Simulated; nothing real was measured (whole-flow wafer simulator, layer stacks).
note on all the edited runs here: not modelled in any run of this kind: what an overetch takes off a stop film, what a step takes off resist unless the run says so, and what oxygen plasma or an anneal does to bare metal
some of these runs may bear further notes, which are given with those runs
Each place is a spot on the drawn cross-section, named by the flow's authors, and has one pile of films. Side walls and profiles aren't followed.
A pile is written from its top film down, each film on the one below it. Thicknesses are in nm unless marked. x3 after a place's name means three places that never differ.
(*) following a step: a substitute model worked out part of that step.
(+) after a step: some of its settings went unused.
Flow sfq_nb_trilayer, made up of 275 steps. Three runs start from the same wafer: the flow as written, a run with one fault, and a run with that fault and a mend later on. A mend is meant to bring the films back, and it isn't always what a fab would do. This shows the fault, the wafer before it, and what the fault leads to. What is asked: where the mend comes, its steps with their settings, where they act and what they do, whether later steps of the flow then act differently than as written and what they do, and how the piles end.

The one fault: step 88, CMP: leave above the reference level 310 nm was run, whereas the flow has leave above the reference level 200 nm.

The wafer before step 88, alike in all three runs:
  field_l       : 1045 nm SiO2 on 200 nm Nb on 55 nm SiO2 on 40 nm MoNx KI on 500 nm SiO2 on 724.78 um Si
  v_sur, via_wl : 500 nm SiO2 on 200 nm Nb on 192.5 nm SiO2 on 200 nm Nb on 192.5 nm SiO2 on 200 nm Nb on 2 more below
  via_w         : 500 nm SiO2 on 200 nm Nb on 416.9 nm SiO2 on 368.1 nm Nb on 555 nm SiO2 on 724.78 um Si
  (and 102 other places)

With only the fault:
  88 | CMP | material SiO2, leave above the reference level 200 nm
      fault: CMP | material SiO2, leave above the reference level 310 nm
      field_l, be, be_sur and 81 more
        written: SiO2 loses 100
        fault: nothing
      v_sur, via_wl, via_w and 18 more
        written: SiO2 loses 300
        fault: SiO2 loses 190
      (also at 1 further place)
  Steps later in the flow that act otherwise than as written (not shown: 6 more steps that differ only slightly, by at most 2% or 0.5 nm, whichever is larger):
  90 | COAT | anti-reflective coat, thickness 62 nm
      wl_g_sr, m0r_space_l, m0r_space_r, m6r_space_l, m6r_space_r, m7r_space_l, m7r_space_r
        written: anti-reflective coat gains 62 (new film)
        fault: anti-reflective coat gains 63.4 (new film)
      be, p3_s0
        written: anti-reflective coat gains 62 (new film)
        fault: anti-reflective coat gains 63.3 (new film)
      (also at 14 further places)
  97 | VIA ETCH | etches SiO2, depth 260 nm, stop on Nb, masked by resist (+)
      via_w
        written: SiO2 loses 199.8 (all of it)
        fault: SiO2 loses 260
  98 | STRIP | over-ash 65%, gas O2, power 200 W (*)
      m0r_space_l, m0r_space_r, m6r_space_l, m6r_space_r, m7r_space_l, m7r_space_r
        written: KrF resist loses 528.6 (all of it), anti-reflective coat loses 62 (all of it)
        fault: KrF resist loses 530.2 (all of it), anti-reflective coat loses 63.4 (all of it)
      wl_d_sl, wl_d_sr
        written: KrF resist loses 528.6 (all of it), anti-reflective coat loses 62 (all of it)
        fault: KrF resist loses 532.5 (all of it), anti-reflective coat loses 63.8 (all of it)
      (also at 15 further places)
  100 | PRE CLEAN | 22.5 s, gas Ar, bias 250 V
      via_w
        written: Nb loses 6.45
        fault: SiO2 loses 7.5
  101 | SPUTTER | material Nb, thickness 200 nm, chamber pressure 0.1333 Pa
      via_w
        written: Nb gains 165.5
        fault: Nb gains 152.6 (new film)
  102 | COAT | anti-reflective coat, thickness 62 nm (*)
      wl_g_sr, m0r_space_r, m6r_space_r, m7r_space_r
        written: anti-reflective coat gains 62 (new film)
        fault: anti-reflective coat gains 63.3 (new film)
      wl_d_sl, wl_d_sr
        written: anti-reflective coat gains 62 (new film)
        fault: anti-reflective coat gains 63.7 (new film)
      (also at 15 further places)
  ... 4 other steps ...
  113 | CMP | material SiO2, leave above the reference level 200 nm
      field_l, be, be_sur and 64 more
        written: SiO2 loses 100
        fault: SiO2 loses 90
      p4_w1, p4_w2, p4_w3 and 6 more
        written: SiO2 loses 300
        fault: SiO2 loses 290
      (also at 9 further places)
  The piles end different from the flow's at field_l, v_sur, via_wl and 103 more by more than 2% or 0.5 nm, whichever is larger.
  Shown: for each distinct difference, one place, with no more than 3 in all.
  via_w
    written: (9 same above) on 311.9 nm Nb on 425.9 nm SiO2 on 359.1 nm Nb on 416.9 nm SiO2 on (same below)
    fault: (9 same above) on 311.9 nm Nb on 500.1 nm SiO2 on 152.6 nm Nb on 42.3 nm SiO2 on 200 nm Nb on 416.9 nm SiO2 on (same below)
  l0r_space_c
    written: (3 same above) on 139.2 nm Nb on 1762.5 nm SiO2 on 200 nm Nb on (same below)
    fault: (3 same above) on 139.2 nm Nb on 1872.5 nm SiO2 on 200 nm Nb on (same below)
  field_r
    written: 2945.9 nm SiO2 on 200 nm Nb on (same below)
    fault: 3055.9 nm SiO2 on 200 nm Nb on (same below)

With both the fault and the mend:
  After step 89 comes the mend.
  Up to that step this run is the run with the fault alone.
  89a | CMP | material SiO2, leave above the reference level 200 nm (the flow's step 88, run once more)
      field_l, be, be_sur and 81 more
        SiO2 loses 100
      v_sur, via_wl, via_w and 19 more
        SiO2 loses 110
  Every later step of the flow that is run acts as written at every place that is followed.
  The piles end the same as the flow's at every place that both follow.
